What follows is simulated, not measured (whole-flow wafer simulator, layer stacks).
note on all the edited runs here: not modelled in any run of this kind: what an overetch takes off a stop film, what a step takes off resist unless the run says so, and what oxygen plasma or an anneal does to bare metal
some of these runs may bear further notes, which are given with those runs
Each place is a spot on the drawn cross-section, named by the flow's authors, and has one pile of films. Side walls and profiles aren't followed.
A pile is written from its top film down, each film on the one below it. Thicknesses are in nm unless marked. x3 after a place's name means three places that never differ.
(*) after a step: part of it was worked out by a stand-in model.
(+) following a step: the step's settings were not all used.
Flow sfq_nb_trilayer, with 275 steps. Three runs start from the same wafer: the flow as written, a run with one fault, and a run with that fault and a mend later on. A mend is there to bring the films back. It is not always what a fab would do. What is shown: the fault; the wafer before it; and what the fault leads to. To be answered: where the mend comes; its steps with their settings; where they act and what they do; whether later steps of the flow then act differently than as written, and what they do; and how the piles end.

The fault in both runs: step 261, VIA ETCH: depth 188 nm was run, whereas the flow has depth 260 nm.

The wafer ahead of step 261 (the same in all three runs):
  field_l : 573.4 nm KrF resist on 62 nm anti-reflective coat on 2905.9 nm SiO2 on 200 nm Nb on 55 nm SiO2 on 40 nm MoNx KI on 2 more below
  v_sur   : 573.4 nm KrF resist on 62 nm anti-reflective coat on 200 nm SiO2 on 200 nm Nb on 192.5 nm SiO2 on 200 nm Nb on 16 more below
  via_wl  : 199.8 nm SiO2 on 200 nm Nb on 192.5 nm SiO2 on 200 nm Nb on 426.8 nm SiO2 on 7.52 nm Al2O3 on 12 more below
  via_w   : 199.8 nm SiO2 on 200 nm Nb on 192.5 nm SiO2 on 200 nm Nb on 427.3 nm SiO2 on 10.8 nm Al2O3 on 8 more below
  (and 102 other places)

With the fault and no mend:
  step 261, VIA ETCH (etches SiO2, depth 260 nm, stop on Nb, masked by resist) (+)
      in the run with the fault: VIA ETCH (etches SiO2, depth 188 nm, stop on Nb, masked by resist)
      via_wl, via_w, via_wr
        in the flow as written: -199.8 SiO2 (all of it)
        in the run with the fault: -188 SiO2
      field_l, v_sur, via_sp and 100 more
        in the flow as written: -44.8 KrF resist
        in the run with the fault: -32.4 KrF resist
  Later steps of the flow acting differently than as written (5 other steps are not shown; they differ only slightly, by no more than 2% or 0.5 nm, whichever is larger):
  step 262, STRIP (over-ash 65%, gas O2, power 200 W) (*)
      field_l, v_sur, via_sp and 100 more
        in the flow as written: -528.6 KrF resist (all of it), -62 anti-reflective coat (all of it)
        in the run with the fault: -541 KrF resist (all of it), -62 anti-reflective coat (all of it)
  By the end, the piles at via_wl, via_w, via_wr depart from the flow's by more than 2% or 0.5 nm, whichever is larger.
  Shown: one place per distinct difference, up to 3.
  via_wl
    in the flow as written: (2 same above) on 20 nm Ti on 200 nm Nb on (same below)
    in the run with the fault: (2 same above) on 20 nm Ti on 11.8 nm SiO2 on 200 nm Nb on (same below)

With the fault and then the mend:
  The mend follows step 262.
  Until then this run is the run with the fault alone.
  step 262a, COAT (anti-reflective coat, thickness 62 nm) (*) (the flow's step 254, run once more)
      p4_fl x3, p4_w1 x9, p4_g1 x2 and 63 more
        +62 anti-reflective coat (new film)
      field_r, lsp_l, ln_m5, lsp_m, ln_m6, lsp_r, l0_sur, l0v
        +61.7 anti-reflective coat (new film)
      jj_sur, ce_l, c5j, ce_r, sp_r
        +61.5 anti-reflective coat (new film)
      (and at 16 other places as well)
  step 262b, COAT (KrF resist, thickness 650 nm) (*) (the flow's step 255, run once more)
      p4_fl x3, p4_w1 x9, p4_g1 x2 and 63 more
        +650 KrF resist (new film)
      moat, field_r, lsp_l, ln_m5, lsp_m, ln_m6, lsp_r, l0_sur
        +649.3 KrF resist (new film)
      res, r_end, l0v
        +649.2 KrF resist (new film)
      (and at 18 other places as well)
  step 262c, SOFTBAKE (KrF resist) (the flow's step 256, run once more)
      leaves every film unchanged at each place that is followed
  step 262d, EXPOSE (photomask I7, dose 11.93 mJ/cm2, NA 0.6, wavelength 248 nm) (*) (the flow's step 257, run once more)
      leaves every film unchanged at each place that is followed
  step 262e, PEB (KrF resist, 90 s) (the flow's step 258, run once more)
      be_r, r_sur, res and 87 more
        -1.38 KrF resist
      wire, be, be_sur and 6 more
        -1.37 KrF resist
      v_sur, via_sp, via_v
        -1.36 KrF resist
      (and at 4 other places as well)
  step 262f, DEVELOP (KrF resist, thickness 650 nm, 60 s) (the flow's step 259, run once more)
      field_l, v_sur, via_sp and 100 more
        -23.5 KrF resist
      via_wl
        -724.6 KrF resist (all of it)
      via_w
        -778.9 KrF resist (all of it)
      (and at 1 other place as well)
  step 262g, VIA ETCH (etches anti-reflective coat, depth 125 nm, masked by resist) (+) (the flow's step 260, run once more)
      field_l, v_sur, via_sp and 100 more
        -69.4 KrF resist
      via_wl, via_wr
        -125 anti-reflective coat
      via_w
        -79.7 anti-reflective coat (all of it), -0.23 SiO2
  step 262h, VIA ETCH (etches SiO2, depth 72 nm, stop on Nb, masked by resist) (*) (+) (the flow's step 261, run once more with other settings)
      field_l, v_sur, via_sp and 100 more
        -3 KrF resist
      via_wl, via_wr
        -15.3 anti-reflective coat (all of it), -11.8 SiO2 (all of it)
      via_w
        -11.6 SiO2 (all of it)
  step 262i, STRIP (over-ash 65%, gas O2, power 200 W) (*) (the flow's step 262, run once more)
      p4_fl x3, p4_w1 x9, p4_g1 x2 and 63 more
        -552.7 KrF resist (all of it), -62 anti-reflective coat (all of it)
      lsp_l, ln_m5, lsp_m, ln_m6, lsp_r
        -552 KrF resist (all of it), -61.7 anti-reflective coat (all of it)
      c5j, ce_r
        -551.6 KrF resist (all of it), -61.5 anti-reflective coat (all of it)
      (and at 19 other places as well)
  None of the later steps of the flow acts differently than as written at any place that is followed.
  At every place that both follow, the piles at the end match the flow's.
